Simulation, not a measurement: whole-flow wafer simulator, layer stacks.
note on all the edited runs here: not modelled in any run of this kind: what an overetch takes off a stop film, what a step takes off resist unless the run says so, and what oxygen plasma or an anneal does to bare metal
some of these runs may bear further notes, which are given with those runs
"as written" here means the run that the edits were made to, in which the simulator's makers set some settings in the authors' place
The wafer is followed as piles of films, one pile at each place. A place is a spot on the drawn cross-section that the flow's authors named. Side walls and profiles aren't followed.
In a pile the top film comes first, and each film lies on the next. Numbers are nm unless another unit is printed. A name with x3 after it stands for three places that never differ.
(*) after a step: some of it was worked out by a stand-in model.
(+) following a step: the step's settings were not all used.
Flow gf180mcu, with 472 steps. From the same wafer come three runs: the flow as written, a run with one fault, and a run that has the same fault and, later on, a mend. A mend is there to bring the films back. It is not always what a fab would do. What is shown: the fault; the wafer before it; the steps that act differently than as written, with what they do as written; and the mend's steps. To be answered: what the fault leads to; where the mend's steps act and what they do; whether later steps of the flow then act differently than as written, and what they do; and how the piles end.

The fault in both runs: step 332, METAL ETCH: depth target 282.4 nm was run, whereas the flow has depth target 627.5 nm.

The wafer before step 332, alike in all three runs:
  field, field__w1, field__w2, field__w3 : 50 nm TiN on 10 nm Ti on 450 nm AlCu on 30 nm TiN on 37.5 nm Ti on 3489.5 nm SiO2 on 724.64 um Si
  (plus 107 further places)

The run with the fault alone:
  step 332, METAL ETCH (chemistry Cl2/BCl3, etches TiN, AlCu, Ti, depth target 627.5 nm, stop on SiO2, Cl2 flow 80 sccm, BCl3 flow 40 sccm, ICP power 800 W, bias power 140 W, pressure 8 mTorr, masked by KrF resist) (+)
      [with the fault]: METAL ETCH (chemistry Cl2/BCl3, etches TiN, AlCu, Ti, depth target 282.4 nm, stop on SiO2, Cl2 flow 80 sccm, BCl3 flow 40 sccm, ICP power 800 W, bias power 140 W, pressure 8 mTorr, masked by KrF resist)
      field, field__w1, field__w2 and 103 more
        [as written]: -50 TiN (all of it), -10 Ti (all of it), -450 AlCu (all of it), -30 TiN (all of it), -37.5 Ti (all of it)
        [with the fault]: -50 TiN (all of it), -10 Ti (all of it), -222.4 AlCu
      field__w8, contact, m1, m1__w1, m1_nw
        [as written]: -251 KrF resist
        [with the fault]: -113 KrF resist
  Later steps of the flow acting differently than as written:
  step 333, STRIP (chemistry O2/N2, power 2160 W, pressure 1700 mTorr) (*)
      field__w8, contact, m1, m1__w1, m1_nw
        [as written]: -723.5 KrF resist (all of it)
        [with the fault]: -861.6 KrF resist (all of it)
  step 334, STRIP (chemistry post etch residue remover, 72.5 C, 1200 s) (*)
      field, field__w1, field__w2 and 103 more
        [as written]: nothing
        [with the fault]: -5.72 AlCu
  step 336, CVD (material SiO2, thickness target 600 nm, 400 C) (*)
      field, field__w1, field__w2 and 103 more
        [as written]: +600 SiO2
        [with the fault]: +600 SiO2 (new film)
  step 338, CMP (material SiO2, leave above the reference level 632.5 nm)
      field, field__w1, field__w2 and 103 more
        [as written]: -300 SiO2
        [with the fault]: -589.4 SiO2
  By the end, the piles at field, field__w1, field__w2 and 104 more depart from the flow's by more than 2% or 0.5 nm, whichever is larger.
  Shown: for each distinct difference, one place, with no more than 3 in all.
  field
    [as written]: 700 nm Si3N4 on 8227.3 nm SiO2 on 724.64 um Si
    [with the fault]: 700 nm Si3N4 on 4448.4 nm SiO2 on 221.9 nm AlCu on 30 nm TiN on 37.5 nm Ti on 3489.5 nm SiO2 on 724.64 um Si
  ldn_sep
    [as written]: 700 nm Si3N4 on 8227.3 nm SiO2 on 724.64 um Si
    [with the fault]: 700 nm Si3N4 on 4448.4 nm SiO2 on 221.9 nm AlCu on 30 nm TiN on 37.5 nm Ti on 3489.4 nm SiO2 on 724.64 um Si
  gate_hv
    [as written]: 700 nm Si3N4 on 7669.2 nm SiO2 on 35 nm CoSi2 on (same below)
    [with the fault]: 700 nm Si3N4 on 4448.4 nm SiO2 on 221.9 nm AlCu on 30 nm TiN on 37.5 nm Ti on 2931.3 nm SiO2 on 35 nm CoSi2 on (same below)

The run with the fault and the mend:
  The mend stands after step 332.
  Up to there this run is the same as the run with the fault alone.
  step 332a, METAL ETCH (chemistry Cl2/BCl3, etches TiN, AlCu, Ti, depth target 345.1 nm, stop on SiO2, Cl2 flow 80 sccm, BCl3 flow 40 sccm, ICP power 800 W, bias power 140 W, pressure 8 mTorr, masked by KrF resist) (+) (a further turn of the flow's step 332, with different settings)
      field, field__w1, field__w2 and 103 more
        -227.6 AlCu (all of it), -30 TiN (all of it), -37.5 Ti (all of it)
      field__w8, contact, m1, m1__w1, m1_nw
        -138 KrF resist
  None of the later steps of the flow acts differently than as written at any place that is followed.
  At every place that both follow, the piles at the end match the flow's.
